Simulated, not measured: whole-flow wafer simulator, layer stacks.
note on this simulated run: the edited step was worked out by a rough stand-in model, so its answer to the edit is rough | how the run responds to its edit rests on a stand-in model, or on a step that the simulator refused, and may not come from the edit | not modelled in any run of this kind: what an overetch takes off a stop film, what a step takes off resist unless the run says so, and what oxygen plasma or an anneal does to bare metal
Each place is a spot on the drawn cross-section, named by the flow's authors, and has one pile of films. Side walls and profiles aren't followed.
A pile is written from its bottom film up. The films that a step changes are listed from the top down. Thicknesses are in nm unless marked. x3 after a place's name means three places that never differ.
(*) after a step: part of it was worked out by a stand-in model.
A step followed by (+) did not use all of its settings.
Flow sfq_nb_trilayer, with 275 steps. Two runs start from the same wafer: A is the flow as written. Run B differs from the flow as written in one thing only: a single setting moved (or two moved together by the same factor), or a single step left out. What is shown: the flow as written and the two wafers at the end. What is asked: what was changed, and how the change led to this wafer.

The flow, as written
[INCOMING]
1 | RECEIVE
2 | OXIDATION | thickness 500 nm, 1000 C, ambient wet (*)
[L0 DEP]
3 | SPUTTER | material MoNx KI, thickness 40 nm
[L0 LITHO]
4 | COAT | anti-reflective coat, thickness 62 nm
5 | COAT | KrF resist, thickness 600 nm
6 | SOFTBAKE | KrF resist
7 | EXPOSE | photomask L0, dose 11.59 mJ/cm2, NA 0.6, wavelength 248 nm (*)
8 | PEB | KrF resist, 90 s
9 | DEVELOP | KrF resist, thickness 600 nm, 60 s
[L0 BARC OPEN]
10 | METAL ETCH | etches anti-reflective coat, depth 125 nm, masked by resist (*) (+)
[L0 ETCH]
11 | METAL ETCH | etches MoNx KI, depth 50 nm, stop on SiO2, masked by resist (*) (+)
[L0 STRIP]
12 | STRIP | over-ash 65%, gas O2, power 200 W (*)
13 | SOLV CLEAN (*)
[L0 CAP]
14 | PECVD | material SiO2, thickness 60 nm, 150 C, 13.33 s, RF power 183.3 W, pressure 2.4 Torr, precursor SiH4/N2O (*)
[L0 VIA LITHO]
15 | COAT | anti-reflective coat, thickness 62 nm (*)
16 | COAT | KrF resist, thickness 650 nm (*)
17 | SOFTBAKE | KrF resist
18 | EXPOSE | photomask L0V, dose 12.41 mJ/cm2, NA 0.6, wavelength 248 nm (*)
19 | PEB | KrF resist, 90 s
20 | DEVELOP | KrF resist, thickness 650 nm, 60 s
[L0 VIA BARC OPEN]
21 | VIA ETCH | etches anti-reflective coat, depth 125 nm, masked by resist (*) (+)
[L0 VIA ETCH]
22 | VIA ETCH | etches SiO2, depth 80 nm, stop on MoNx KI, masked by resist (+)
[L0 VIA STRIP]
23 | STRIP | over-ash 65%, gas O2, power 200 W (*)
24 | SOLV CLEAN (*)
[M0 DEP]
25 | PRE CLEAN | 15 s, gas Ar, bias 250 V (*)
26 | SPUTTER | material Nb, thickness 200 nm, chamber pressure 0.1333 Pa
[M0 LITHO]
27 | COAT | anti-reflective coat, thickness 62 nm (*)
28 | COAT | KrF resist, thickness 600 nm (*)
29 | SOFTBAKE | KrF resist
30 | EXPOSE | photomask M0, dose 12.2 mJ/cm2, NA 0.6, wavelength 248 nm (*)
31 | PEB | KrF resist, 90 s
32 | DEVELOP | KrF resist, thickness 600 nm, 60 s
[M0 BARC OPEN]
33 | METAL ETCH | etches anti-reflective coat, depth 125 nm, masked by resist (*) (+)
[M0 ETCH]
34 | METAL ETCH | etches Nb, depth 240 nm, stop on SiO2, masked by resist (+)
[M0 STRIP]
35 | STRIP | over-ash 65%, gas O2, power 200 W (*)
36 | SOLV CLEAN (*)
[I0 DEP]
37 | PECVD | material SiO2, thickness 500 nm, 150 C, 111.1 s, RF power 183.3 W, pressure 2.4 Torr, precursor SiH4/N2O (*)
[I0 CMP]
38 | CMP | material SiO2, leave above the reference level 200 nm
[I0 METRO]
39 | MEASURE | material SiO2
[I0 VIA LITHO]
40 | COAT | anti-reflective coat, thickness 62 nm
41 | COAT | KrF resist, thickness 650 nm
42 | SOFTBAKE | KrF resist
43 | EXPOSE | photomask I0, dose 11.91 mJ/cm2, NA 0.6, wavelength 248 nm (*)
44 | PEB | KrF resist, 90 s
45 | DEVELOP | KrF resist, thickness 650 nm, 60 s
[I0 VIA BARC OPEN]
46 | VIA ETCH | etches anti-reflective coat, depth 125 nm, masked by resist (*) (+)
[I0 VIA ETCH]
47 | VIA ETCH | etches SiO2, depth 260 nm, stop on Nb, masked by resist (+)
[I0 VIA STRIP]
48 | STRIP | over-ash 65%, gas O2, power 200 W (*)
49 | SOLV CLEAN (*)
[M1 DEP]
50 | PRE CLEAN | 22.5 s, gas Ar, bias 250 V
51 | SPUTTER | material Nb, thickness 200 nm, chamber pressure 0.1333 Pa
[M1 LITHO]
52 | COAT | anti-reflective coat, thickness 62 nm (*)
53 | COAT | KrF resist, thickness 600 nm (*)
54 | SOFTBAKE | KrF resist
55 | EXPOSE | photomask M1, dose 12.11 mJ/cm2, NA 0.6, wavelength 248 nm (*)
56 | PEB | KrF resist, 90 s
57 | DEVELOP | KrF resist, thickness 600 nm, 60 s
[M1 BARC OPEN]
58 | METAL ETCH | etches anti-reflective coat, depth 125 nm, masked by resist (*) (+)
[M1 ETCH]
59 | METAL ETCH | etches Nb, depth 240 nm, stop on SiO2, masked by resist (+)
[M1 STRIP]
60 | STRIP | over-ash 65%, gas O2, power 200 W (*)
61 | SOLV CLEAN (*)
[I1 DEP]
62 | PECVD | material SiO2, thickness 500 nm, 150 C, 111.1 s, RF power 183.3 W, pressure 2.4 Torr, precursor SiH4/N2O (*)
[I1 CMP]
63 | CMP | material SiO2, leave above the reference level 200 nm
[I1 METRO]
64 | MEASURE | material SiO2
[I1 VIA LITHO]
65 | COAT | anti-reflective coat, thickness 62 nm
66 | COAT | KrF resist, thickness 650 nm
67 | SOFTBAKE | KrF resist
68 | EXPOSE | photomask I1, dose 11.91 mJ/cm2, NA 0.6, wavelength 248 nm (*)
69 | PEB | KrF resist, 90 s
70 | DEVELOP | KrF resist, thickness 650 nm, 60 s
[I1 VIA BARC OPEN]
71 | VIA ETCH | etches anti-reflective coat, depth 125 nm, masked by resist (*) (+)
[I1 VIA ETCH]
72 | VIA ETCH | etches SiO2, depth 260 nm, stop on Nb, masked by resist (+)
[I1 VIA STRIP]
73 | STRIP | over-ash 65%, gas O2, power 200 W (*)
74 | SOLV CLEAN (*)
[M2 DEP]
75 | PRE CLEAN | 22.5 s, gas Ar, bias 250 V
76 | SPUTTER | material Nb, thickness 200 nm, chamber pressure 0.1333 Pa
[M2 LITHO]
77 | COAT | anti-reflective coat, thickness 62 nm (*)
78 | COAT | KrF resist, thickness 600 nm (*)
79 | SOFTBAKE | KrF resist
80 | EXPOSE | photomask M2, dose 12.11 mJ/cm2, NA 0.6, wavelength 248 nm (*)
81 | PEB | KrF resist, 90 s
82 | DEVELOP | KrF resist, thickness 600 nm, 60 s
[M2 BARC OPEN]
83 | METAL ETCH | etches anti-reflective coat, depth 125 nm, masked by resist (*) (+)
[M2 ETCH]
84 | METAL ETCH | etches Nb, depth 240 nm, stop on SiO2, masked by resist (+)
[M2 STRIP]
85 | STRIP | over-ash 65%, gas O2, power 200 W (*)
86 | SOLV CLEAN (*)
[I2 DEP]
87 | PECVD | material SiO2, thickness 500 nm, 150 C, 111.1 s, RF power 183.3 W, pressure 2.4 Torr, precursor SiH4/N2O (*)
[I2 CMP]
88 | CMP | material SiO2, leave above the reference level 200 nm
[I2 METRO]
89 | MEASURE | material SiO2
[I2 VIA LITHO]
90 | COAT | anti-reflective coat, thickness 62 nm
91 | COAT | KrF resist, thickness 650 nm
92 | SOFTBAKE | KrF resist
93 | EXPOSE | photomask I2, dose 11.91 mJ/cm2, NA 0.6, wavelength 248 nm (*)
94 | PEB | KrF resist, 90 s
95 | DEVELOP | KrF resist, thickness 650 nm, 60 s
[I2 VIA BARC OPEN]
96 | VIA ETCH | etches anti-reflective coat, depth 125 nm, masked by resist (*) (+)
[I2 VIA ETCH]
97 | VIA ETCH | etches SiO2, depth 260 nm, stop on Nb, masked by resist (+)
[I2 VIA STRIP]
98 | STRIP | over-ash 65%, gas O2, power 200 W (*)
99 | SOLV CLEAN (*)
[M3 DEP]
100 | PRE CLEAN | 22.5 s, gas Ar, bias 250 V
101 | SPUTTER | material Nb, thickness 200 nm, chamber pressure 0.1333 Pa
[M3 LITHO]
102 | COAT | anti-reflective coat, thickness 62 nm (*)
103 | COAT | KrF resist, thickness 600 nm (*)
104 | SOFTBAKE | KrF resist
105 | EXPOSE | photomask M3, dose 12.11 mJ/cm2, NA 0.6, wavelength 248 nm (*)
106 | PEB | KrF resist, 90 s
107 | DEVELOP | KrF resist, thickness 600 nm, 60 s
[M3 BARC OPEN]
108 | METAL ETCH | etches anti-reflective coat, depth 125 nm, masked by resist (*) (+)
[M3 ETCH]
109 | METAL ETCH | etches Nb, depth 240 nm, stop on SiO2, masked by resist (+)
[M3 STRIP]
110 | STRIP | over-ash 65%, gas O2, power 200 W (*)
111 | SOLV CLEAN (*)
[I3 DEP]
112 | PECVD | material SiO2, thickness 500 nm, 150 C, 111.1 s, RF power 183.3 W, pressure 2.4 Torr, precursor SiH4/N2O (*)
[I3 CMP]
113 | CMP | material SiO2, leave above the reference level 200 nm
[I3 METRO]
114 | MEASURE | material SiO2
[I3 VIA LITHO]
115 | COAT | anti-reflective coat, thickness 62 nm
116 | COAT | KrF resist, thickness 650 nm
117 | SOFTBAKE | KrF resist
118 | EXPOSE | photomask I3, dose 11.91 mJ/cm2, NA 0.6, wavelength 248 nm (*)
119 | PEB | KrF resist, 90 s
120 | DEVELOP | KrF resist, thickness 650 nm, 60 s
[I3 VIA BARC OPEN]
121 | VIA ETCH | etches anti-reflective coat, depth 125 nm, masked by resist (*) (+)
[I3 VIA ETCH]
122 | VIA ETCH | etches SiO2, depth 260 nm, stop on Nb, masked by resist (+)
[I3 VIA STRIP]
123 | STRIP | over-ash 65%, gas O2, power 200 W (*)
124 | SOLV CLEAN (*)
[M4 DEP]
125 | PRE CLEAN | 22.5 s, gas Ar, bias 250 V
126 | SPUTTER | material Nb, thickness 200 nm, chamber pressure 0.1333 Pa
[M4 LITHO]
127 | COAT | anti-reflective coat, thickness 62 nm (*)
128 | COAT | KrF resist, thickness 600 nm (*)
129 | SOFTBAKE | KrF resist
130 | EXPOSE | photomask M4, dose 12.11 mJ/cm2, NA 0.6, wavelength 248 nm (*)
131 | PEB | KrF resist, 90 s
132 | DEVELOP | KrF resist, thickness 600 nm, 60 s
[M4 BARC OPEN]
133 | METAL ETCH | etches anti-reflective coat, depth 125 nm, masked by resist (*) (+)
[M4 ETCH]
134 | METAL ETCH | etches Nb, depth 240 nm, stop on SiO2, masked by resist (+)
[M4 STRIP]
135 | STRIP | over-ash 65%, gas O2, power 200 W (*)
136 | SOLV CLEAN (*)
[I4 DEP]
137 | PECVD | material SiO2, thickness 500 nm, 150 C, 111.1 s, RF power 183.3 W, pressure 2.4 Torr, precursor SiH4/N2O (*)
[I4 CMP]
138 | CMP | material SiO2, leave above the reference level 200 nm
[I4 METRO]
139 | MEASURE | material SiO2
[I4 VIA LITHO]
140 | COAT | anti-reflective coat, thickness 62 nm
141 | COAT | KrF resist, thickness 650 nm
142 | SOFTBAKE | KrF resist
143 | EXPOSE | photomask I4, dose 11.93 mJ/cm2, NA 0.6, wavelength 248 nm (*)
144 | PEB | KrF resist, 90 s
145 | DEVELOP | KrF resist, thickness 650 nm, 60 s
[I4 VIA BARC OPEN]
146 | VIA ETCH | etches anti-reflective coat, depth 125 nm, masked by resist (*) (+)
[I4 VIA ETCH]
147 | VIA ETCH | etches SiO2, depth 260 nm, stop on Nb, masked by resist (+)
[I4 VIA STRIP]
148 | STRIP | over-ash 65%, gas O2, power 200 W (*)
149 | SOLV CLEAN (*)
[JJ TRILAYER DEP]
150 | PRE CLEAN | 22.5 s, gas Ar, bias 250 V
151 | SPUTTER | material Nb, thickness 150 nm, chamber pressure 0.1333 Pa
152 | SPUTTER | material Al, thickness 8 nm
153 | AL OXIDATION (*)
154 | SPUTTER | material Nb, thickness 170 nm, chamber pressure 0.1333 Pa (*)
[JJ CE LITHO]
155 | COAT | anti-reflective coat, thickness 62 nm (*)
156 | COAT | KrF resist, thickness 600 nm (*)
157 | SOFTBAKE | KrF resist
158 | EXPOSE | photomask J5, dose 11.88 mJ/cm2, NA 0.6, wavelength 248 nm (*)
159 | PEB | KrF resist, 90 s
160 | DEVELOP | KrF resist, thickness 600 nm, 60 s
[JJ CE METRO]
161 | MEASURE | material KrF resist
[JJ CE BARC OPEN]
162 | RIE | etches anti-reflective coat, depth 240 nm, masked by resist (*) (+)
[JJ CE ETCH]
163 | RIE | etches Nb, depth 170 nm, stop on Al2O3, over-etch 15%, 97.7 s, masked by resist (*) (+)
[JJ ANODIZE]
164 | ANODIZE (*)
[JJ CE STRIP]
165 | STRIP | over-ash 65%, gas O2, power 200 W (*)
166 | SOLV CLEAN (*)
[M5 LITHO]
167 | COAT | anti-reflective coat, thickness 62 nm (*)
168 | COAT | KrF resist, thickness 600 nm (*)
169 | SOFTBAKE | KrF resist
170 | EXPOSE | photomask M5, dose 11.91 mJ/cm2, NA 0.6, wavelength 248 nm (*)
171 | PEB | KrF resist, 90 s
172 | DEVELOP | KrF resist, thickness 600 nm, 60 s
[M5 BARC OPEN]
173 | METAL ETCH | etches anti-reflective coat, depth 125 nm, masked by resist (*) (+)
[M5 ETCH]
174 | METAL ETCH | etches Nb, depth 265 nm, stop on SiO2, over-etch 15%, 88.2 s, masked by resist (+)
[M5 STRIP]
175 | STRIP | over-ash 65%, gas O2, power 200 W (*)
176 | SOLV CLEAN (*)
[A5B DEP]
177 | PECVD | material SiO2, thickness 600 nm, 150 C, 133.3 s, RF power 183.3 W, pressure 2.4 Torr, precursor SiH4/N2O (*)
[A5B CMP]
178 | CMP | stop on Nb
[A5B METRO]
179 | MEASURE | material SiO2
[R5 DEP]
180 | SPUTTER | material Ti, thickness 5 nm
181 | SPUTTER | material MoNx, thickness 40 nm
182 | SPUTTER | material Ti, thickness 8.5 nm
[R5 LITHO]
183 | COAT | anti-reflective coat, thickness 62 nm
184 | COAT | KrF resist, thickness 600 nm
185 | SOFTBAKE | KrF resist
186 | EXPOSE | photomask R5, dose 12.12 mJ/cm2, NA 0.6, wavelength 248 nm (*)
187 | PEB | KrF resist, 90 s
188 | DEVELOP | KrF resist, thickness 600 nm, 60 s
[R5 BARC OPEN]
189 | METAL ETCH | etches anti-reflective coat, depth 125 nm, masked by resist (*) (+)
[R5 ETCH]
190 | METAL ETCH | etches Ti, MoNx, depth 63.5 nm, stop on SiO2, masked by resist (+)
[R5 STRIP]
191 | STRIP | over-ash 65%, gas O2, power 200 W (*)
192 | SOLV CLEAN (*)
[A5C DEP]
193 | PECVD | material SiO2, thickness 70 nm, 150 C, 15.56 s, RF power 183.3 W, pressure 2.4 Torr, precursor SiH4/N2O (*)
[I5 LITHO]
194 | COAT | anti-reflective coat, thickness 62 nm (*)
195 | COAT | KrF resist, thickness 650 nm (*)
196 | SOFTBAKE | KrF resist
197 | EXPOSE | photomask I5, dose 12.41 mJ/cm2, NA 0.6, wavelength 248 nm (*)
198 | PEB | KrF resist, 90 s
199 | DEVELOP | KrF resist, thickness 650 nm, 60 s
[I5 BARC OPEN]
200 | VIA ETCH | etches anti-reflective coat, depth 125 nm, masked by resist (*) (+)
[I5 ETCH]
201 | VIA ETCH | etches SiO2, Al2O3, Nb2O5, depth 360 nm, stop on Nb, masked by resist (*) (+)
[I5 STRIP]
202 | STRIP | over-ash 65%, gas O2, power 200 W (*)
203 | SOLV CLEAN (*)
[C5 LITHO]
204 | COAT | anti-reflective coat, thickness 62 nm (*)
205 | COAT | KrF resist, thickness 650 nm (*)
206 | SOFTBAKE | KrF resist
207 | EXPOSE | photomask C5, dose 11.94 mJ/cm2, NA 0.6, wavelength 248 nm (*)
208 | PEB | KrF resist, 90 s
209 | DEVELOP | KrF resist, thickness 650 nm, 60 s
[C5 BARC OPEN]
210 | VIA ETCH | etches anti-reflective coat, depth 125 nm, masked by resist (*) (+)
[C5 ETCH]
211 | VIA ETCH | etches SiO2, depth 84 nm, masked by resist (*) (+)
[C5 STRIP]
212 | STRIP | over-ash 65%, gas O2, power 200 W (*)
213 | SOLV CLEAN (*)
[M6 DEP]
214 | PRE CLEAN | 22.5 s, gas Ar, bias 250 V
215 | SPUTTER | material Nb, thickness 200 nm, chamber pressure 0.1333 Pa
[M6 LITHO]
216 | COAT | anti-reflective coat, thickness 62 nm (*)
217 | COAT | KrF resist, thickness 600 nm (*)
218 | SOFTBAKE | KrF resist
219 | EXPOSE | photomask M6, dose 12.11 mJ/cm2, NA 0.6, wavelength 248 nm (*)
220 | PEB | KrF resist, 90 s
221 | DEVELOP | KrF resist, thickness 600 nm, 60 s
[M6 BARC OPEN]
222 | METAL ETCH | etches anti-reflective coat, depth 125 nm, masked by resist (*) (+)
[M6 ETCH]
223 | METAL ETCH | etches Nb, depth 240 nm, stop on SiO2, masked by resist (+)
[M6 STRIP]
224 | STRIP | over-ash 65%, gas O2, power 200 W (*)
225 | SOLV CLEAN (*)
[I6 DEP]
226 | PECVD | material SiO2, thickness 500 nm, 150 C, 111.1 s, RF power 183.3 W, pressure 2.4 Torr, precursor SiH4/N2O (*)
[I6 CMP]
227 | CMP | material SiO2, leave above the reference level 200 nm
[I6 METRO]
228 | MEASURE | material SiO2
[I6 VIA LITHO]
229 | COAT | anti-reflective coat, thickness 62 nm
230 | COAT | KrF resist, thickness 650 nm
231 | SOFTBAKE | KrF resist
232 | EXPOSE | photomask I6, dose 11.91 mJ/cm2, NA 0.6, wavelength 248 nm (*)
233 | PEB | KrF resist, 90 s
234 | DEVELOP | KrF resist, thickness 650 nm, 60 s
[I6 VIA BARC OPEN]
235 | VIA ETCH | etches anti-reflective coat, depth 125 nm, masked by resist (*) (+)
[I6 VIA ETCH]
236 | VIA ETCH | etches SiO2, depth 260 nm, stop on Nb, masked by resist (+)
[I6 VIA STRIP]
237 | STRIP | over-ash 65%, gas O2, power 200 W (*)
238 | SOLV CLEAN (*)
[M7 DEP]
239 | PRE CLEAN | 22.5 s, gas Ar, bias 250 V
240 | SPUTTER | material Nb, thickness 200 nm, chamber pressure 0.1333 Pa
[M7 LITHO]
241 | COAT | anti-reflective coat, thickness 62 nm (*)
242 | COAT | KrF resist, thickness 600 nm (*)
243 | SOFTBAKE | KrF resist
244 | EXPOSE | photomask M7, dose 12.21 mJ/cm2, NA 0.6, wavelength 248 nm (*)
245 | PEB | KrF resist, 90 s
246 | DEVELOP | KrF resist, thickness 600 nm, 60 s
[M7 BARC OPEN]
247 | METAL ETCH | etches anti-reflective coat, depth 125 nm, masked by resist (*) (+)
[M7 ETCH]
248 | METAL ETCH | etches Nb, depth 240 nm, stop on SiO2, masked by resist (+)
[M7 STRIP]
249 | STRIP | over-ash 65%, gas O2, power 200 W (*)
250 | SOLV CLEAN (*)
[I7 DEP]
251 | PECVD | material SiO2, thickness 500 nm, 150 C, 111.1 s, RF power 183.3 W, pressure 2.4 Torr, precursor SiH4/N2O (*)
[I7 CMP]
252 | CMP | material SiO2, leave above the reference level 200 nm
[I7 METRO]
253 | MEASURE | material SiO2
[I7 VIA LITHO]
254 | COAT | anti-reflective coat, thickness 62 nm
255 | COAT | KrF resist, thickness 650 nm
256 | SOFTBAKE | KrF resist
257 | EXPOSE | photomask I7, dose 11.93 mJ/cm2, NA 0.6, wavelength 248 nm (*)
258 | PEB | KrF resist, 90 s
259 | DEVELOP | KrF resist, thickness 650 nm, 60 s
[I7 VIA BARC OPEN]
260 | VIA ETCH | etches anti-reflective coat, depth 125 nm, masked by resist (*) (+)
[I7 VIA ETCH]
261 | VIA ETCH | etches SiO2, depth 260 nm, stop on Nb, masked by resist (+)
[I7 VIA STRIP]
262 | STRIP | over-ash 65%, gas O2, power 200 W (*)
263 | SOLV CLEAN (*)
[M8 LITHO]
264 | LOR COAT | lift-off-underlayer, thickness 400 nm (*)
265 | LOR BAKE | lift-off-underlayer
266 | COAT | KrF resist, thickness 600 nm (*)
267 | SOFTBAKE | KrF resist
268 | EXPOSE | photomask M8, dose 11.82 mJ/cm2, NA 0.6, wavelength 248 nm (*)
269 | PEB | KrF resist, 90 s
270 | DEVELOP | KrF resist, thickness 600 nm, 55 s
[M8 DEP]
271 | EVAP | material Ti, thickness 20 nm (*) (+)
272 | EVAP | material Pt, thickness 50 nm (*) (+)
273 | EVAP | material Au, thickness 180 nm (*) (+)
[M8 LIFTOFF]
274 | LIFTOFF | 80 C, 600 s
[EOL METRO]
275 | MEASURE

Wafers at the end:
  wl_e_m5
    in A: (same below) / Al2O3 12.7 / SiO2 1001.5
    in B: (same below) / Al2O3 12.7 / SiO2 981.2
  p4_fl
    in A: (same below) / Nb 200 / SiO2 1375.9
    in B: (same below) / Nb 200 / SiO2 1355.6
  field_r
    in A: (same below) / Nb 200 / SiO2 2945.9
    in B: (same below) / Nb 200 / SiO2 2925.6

What caused this: step 193, PECVD: thickness 49.7 nm was run, while the flow as written has thickness 70 nm; step 193, PECVD: 11.04 s was run, where the flow has 15.56 s.

How this came from the change, step by step:
  193 | PECVD | material SiO2, thickness 70 nm, 150 C, 15.56 s, RF power 183.3 W, pressure 2.4 Torr, precursor SiH4/N2O (*)
      field_l, v_sur, via_wl and 92 more: A +70 SiO2 | B +49.7 SiO2
      ce_l, c5j, ce_r and 8 more: A +70 SiO2 (new film) | B +49.7 SiO2 (new film)
  201 | VIA ETCH | etches SiO2, Al2O3, Nb2O5, depth 360 nm, stop on Nb, masked by resist (*) (+)
      be: A -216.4 SiO2 (all of it), -12.7 Al2O3 (all of it), -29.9 Nb2O5 (all of it) | B -196.1 SiO2 (all of it), -12.7 Al2O3 (all of it), -29.9 Nb2O5 (all of it)
  204 | COAT | anti-reflective coat, thickness 62 nm (*)
      be: A +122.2 anti-reflective coat (new film) | B +119.1 anti-reflective coat (new film)
  211 | VIA ETCH | etches SiO2, depth 84 nm, masked by resist (*) (+)
      field_l, v_sur, via_wl and 101 more: A -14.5 KrF resist | B -12.8 KrF resist
      c5j: A -69.9 SiO2 (all of it), -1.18 Nb | B -49.6 SiO2 (all of it), -2.06 Nb
      (as well as at 1 more place)
  212 | STRIP | over-ash 65%, gas O2, power 200 W (*)
      be: A -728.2 KrF resist (all of it), -122.2 anti-reflective coat (all of it) | B -715.4 KrF resist (all of it), -119.1 anti-reflective coat (all of it)
  215 | SPUTTER | material Nb, thickness 200 nm, chamber pressure 0.1333 Pa
      be: A +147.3 Nb | B +152 Nb
      c5j: A +188.4 Nb | B +194.2 Nb
      (as well as at 1 more place)
  216 | COAT | anti-reflective coat, thickness 62 nm (*)
      be: A +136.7 anti-reflective coat (new film) | B +132.9 anti-reflective coat (new film)
      be_sur: A +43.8 anti-reflective coat (new film) | B +44.7 anti-reflective coat (new film)
      (as well as at 6 more places)
  217 | COAT | KrF resist, thickness 600 nm (*)
      be: A +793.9 KrF resist (new film) | B +776.6 KrF resist (new film)
  224 | STRIP | over-ash 65%, gas O2, power 200 W (*)
      be: A -575.8 KrF resist (all of it), -136.7 anti-reflective coat (all of it) | B -558.5 KrF resist (all of it), -132.9 anti-reflective coat (all of it)
      be_sur: A -371.2 KrF resist (all of it), -43.8 anti-reflective coat (all of it) | B -373.2 KrF resist (all of it), -44.7 anti-reflective coat (all of it)
      (as well as at 6 more places)
  226 | PECVD | material SiO2, thickness 500 nm, 150 C, 111.1 s, RF power 183.3 W, pressure 2.4 Torr, precursor SiH4/N2O (*)
      be: A +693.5 SiO2 (new film) | B +668.6 SiO2 (new film)
      c5j: A +514.7 SiO2 (new film) | B +500 SiO2 (new film)
  227 | CMP | material SiO2, leave above the reference level 200 nm
      c5j: A -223 SiO2 | B -233.5 SiO2
      res: A -279.4 SiO2 | B -303.6 SiO2
